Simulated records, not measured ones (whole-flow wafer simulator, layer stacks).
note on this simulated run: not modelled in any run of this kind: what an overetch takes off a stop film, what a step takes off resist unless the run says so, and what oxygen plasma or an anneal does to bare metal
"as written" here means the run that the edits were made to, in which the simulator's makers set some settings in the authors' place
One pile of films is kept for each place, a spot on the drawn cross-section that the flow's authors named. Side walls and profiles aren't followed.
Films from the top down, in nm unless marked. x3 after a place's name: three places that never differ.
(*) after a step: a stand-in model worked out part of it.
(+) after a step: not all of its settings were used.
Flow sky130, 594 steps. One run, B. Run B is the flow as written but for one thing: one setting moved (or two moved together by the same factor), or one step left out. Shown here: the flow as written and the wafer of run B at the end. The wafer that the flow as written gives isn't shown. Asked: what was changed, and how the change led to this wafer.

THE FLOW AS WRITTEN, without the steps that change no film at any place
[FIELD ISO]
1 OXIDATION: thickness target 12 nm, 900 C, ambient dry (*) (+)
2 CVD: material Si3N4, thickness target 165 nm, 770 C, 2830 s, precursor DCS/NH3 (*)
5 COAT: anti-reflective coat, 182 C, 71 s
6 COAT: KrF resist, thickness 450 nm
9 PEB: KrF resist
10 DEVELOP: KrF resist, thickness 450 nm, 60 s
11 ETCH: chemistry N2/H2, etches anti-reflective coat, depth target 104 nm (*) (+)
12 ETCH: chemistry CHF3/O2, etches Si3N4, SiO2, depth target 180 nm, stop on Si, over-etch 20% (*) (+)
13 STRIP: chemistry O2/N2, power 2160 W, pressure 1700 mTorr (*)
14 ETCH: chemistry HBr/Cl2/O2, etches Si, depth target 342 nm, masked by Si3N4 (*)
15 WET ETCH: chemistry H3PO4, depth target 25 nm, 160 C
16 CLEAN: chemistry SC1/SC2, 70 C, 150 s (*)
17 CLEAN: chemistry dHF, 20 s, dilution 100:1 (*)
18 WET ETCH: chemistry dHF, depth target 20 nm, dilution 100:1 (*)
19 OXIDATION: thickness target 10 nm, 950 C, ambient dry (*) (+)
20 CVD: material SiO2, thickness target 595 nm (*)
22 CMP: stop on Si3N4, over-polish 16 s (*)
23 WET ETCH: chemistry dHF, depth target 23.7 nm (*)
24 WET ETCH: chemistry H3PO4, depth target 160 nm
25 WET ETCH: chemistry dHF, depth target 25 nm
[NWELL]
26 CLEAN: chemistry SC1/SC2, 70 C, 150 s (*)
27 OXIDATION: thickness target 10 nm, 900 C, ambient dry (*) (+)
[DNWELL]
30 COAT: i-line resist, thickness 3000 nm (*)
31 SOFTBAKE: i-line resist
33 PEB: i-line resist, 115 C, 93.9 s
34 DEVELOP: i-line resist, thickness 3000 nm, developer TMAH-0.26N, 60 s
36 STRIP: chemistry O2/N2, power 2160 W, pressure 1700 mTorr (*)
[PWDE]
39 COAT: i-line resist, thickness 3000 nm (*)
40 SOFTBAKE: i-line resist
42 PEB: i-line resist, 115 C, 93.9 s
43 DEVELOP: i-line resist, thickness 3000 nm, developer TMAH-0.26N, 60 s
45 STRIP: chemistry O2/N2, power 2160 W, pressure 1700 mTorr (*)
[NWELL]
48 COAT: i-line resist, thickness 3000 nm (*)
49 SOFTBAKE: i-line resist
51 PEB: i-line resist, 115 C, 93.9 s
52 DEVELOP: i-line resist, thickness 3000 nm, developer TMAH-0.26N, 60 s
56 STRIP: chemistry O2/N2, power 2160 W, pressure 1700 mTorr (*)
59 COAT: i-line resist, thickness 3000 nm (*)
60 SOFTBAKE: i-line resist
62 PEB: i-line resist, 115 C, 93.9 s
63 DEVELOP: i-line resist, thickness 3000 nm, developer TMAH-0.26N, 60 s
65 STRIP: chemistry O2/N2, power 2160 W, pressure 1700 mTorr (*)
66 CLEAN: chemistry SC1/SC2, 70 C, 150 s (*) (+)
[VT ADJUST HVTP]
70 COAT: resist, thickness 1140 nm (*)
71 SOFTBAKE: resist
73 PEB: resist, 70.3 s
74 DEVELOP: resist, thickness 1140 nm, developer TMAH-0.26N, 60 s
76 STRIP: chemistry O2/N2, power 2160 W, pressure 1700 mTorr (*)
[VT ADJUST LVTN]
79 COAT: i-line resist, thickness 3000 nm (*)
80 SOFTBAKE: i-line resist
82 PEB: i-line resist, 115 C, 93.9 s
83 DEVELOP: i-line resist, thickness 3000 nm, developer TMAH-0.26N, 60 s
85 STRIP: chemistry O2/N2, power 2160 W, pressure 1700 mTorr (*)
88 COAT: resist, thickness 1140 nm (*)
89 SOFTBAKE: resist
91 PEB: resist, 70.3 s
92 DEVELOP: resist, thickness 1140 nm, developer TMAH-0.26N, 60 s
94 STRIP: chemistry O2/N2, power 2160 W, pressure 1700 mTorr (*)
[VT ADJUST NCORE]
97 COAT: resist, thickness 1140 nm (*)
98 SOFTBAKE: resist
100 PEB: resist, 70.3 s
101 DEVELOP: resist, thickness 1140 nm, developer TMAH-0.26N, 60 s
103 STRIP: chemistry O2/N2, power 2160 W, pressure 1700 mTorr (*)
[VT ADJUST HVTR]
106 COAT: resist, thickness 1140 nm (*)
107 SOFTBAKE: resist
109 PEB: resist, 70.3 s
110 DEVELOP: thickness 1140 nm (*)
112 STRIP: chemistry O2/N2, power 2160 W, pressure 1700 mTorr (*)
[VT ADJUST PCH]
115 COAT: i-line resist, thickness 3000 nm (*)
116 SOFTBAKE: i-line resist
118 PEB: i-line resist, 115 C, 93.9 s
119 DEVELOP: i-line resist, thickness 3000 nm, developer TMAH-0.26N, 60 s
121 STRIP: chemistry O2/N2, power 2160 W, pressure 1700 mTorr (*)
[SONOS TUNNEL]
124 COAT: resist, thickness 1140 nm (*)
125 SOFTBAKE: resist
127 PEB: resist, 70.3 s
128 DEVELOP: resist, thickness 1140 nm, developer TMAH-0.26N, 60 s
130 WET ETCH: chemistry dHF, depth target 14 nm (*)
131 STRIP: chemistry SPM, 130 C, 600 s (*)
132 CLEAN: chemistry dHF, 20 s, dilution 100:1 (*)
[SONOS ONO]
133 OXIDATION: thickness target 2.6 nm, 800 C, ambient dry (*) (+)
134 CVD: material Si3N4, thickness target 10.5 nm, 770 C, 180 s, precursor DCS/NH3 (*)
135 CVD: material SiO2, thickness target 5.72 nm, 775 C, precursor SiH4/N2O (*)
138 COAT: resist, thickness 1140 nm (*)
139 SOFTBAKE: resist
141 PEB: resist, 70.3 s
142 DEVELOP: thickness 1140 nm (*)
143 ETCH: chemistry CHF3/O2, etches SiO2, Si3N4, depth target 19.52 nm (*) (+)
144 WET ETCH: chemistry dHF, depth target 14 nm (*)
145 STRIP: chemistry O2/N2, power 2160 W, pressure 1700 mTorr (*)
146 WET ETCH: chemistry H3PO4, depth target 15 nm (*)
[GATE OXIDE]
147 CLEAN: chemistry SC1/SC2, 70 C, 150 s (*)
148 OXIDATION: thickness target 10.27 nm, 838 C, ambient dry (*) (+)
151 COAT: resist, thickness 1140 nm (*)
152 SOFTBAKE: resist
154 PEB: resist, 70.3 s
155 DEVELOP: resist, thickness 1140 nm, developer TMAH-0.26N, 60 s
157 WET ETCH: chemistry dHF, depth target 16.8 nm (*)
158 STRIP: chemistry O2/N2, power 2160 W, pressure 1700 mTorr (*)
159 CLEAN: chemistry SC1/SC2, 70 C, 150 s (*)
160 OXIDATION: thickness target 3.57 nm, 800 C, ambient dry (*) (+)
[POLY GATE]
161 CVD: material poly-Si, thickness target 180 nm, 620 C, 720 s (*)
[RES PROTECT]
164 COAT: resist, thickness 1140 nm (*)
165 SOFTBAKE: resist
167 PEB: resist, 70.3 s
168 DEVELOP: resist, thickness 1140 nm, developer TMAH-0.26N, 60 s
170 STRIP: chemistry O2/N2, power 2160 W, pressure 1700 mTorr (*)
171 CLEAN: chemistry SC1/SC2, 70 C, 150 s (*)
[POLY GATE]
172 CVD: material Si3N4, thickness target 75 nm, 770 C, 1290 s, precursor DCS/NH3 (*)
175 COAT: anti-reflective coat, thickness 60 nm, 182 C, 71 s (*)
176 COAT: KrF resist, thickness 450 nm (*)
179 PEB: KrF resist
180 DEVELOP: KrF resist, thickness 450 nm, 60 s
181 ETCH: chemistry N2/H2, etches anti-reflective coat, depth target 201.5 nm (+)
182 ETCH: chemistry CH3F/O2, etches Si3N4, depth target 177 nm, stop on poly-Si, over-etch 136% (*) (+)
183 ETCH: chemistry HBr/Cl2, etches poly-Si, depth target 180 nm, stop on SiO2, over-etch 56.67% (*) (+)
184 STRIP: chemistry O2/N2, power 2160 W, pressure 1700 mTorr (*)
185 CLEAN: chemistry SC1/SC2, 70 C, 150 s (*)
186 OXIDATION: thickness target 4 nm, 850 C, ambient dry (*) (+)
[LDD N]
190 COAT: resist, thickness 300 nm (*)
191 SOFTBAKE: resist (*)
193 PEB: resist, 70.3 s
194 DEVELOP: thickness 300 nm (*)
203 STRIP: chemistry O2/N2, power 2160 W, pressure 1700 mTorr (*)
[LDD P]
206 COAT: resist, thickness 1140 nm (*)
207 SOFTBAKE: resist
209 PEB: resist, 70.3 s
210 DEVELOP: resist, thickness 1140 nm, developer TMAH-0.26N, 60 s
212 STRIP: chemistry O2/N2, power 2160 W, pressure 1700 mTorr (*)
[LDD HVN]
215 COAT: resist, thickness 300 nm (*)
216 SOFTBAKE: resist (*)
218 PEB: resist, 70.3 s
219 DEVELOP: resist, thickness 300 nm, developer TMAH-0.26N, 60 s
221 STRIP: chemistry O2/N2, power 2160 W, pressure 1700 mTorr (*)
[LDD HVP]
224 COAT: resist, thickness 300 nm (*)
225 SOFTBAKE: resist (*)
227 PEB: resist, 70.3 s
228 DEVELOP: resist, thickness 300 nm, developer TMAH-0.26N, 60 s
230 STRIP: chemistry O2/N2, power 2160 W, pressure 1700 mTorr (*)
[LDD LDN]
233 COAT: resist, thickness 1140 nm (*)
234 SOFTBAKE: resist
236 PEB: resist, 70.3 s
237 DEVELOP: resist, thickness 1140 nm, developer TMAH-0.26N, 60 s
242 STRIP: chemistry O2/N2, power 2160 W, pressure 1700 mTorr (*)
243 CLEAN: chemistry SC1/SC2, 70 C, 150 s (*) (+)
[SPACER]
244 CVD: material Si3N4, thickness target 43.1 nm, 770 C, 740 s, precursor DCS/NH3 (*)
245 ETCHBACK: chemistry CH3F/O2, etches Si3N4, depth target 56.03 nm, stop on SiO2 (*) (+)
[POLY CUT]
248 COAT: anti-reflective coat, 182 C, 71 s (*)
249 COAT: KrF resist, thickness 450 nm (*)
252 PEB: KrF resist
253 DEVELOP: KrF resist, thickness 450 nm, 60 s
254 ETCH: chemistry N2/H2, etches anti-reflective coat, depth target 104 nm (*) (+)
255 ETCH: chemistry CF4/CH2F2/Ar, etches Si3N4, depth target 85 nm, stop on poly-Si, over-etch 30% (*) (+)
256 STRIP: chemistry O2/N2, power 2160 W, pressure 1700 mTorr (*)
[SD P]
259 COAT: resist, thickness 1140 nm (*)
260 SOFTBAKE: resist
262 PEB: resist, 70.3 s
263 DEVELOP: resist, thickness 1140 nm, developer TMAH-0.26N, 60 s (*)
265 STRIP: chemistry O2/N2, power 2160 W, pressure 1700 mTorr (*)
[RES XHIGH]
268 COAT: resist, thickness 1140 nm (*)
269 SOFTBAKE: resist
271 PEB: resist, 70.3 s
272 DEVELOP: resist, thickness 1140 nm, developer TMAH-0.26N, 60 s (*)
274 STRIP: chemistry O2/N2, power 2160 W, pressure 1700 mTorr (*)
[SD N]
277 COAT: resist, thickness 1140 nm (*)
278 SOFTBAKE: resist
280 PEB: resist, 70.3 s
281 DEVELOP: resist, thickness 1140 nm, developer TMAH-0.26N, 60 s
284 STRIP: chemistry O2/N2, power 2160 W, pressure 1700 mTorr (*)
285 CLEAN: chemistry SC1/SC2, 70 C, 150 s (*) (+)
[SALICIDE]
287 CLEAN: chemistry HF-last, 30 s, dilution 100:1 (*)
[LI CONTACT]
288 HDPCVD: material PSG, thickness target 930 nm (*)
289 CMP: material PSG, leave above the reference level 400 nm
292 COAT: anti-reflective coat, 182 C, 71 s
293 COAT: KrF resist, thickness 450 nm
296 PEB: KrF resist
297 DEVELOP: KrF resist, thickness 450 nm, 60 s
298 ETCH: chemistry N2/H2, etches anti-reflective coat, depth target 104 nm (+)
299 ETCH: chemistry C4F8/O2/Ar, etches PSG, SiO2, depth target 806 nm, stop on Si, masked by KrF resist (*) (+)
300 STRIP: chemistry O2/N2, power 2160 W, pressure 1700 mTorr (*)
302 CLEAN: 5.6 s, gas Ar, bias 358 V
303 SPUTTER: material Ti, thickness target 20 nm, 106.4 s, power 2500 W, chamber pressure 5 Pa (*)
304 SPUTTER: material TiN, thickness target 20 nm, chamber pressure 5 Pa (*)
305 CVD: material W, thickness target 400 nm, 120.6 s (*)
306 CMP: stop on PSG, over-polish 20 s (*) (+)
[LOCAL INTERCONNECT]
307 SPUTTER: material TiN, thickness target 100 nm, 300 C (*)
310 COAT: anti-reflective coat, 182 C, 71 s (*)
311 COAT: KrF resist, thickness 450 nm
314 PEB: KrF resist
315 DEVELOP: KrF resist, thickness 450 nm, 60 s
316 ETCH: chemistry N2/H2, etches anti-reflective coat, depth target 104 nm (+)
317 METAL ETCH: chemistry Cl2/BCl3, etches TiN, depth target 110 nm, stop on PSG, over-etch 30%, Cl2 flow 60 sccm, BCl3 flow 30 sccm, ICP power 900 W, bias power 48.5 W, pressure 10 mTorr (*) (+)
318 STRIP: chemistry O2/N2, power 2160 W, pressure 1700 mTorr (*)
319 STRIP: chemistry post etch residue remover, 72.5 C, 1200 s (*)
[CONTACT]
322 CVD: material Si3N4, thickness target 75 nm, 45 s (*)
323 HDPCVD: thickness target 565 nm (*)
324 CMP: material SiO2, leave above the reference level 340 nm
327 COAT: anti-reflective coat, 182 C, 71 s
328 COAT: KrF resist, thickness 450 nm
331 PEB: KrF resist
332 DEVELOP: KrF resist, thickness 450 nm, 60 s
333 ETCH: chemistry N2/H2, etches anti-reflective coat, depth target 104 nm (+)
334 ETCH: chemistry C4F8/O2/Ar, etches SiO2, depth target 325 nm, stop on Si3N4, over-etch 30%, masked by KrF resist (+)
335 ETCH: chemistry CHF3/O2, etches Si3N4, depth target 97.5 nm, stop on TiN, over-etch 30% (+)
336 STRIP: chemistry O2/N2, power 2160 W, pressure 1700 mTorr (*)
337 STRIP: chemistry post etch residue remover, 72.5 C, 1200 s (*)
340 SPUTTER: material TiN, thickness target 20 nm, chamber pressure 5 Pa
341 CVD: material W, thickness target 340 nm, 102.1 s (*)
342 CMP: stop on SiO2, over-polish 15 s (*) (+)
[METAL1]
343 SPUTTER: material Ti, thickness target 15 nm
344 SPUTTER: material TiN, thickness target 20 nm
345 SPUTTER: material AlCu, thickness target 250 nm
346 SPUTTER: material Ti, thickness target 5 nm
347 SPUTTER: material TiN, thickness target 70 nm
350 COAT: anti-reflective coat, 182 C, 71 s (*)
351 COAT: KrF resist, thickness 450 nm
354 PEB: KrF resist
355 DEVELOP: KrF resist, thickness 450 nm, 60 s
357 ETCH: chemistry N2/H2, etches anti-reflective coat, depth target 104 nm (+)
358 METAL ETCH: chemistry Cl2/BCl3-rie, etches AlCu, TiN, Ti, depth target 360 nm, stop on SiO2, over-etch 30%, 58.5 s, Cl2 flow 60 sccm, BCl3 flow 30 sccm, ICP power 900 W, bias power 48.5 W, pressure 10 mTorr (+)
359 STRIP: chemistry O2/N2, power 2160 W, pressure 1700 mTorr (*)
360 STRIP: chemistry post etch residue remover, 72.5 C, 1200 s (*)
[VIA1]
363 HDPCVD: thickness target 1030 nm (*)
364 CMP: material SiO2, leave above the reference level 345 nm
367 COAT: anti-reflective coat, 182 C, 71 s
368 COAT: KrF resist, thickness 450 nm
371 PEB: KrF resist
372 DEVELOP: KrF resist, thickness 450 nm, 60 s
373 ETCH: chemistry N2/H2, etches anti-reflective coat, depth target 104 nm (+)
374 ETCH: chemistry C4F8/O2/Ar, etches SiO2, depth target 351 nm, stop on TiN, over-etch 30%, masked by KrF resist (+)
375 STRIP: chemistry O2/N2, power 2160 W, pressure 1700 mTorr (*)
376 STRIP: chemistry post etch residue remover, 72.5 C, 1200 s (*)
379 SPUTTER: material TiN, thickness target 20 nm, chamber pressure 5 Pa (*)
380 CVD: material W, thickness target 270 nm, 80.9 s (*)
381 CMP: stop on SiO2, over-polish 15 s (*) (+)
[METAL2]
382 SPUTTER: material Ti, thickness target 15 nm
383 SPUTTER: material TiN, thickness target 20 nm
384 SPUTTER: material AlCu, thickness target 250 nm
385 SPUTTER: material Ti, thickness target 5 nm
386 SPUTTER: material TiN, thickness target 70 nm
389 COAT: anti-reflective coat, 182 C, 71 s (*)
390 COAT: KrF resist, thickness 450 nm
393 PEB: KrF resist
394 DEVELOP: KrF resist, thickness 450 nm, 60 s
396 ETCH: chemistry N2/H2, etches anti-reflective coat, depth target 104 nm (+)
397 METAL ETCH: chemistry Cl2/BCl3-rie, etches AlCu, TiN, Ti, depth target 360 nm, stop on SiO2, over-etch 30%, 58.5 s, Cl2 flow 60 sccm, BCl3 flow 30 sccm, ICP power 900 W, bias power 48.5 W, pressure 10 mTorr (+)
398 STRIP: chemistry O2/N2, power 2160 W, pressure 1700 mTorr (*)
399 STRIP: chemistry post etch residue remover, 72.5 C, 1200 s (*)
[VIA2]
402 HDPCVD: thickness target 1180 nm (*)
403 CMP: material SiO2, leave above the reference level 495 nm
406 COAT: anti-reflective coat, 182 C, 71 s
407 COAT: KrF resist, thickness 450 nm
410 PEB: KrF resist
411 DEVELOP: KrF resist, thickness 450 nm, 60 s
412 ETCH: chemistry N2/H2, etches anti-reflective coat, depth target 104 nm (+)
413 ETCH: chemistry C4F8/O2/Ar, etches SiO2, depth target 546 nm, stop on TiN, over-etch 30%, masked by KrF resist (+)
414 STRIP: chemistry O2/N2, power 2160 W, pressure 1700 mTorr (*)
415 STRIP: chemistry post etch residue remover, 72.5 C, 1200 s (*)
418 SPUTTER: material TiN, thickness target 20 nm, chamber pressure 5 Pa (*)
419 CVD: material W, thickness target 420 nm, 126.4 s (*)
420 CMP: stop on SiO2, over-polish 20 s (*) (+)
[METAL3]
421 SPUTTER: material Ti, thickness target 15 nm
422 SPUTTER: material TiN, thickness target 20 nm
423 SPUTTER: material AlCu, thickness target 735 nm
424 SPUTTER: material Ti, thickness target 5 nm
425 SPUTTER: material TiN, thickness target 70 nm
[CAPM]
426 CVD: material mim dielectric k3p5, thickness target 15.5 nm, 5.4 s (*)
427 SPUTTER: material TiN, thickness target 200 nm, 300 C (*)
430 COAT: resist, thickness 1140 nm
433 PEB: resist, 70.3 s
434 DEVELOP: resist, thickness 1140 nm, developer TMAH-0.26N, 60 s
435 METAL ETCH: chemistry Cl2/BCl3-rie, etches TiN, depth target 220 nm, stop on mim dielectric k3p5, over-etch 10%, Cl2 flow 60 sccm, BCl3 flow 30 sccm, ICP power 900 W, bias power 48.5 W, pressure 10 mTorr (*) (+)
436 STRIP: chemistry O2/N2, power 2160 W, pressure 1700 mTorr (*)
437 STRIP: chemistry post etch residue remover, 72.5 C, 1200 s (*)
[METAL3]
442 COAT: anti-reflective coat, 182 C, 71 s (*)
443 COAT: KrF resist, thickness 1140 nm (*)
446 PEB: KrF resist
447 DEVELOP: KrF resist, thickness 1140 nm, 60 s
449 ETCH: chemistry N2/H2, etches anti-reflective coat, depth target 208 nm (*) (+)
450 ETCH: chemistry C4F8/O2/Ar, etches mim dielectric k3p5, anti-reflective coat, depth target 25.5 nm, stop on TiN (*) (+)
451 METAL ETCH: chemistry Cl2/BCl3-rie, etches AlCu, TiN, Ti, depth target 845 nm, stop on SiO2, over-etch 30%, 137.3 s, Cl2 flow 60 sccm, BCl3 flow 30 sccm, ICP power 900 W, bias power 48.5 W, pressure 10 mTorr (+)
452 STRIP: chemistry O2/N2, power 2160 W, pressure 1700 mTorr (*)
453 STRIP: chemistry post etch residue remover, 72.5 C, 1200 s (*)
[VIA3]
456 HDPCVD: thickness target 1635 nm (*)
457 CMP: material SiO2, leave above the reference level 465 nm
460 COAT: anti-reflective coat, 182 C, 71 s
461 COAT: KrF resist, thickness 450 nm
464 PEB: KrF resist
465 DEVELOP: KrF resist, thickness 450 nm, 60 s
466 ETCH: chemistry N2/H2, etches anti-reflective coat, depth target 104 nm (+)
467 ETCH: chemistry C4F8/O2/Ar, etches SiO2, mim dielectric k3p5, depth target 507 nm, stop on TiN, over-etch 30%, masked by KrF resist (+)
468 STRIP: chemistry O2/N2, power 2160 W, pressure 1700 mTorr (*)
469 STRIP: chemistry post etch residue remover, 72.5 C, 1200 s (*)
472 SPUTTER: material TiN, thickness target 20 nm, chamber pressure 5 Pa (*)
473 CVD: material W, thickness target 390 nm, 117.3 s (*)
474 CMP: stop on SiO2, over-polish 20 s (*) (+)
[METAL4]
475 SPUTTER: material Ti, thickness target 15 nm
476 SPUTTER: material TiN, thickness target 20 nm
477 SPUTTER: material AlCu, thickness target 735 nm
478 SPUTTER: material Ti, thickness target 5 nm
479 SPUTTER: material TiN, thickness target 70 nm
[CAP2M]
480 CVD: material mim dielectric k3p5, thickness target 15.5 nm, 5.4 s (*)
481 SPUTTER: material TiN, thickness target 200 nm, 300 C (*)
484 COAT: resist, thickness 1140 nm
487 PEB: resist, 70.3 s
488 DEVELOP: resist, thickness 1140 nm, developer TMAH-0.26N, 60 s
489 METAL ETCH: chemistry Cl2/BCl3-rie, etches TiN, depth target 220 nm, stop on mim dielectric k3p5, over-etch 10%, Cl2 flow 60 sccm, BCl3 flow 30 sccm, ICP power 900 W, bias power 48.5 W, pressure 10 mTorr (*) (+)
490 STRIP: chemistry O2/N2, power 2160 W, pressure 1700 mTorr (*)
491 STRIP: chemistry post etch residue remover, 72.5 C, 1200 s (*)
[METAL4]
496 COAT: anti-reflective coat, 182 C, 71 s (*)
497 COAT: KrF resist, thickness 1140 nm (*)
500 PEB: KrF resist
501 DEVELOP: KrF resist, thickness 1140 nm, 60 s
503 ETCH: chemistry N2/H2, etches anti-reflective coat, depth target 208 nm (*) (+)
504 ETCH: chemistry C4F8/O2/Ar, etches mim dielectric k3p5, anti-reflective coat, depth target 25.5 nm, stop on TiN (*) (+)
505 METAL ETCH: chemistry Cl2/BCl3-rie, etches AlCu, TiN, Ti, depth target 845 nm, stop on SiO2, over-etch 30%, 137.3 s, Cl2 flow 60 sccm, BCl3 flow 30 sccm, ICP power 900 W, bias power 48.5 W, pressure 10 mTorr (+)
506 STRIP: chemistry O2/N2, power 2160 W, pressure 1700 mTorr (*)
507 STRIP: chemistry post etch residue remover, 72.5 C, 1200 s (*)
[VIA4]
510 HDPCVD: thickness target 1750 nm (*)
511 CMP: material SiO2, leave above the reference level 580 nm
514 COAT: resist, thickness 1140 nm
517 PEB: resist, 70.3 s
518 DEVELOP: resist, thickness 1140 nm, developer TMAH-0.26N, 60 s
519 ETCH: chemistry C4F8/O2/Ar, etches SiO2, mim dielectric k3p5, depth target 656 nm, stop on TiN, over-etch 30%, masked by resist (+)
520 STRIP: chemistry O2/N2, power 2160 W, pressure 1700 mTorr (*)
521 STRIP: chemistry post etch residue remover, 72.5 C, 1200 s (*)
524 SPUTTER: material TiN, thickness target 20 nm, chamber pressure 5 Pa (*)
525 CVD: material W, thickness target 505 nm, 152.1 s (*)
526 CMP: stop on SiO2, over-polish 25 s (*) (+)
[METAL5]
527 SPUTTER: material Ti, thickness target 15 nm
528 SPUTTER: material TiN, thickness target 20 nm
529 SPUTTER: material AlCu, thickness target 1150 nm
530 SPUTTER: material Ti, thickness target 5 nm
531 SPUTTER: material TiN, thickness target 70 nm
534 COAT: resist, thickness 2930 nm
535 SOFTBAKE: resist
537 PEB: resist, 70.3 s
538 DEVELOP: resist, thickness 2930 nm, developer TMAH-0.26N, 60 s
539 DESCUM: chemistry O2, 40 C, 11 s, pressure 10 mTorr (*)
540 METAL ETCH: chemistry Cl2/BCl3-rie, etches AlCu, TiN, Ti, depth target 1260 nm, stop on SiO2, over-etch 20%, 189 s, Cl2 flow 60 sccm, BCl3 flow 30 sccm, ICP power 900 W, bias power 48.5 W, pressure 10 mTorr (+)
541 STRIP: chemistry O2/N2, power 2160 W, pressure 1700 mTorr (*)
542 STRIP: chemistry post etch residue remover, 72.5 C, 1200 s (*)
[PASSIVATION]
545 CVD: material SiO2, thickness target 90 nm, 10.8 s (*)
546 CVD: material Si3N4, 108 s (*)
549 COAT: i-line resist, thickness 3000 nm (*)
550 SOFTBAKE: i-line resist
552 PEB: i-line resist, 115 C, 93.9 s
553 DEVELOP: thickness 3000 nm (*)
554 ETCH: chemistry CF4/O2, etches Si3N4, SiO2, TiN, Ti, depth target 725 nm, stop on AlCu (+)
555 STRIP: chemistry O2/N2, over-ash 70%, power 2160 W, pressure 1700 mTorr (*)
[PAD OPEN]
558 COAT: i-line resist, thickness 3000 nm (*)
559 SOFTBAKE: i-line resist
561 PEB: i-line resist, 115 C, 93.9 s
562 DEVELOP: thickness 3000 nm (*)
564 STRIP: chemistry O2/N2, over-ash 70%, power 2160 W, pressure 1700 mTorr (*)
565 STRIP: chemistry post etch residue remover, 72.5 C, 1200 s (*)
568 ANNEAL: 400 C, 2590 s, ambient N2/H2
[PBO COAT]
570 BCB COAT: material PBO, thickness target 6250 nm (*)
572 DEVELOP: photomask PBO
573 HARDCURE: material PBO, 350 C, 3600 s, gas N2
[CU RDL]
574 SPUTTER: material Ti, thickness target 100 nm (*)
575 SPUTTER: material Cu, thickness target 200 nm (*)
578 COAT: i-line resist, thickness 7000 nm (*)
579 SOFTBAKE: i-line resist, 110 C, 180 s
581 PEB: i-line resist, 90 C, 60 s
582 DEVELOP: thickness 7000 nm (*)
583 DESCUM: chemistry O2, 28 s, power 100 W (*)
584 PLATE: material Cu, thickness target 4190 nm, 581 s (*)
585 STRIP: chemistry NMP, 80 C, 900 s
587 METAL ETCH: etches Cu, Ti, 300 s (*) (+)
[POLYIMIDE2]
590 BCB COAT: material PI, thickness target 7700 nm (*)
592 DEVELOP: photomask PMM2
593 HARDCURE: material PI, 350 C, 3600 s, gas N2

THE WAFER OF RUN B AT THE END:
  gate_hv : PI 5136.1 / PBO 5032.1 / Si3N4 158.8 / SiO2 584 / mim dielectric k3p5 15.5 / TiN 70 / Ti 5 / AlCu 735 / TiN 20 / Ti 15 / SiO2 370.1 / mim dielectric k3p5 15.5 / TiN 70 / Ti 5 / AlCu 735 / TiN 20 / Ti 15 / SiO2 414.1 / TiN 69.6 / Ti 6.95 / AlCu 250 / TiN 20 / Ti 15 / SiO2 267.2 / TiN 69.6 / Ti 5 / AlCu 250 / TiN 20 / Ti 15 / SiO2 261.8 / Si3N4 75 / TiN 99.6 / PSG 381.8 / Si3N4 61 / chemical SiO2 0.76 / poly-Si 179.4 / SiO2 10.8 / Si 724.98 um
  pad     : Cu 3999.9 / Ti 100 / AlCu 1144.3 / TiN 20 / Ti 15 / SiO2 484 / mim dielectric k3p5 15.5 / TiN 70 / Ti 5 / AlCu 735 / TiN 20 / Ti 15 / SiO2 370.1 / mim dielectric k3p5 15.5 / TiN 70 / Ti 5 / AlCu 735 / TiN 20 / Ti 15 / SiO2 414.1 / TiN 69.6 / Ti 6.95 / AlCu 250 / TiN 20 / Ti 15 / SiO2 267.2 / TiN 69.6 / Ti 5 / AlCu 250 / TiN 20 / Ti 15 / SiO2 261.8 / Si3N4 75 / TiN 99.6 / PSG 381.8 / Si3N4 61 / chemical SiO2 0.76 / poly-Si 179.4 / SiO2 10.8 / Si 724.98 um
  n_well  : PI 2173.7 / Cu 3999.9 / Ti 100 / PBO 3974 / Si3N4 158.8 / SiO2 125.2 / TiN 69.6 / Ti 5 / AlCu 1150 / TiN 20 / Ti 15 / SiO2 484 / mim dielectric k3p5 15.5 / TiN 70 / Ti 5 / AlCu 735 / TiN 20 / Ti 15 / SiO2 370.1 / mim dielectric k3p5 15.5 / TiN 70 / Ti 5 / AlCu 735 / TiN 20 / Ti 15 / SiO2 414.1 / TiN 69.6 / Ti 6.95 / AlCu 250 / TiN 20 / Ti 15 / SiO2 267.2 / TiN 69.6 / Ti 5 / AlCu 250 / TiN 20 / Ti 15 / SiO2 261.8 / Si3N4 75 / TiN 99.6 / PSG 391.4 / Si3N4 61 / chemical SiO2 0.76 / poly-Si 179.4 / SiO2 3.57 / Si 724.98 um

The cause: step 385, SPUTTER: thickness target 6.95 nm was run, where the flow has thickness target 5 nm.
It can be read off the wafer: gate_hv has Ti 6.95, and step 385 as written asks for 5 nm.

How the change led to this, step by step:
  385 SPUTTER: material Ti, thickness target 5 nm
      field, active, n_well and 188 more: Ti +6.95 (new film) (as written it would be: Ti +5 (new film))
  397 METAL ETCH: chemistry Cl2/BCl3-rie, etches AlCu, TiN, Ti, depth target 360 nm, stop on SiO2, over-etch 30%, 58.5 s, Cl2 flow 60 sccm, BCl3 flow 30 sccm, ICP power 900 W, bias power 48.5 W, pressure 10 mTorr (+)
      field, active, gate and 82 more: TiN -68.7 (all of it), Ti -6.95 (all of it), AlCu -250 (all of it), TiN -20 (all of it), Ti -15 (all of it), SiO2 -10.7 (as written it would be: TiN -68.7 (all of it), Ti -5 (all of it), AlCu -250 (all of it), TiN -20 (all of it), Ti -15 (all of it), SiO2 -10.9)
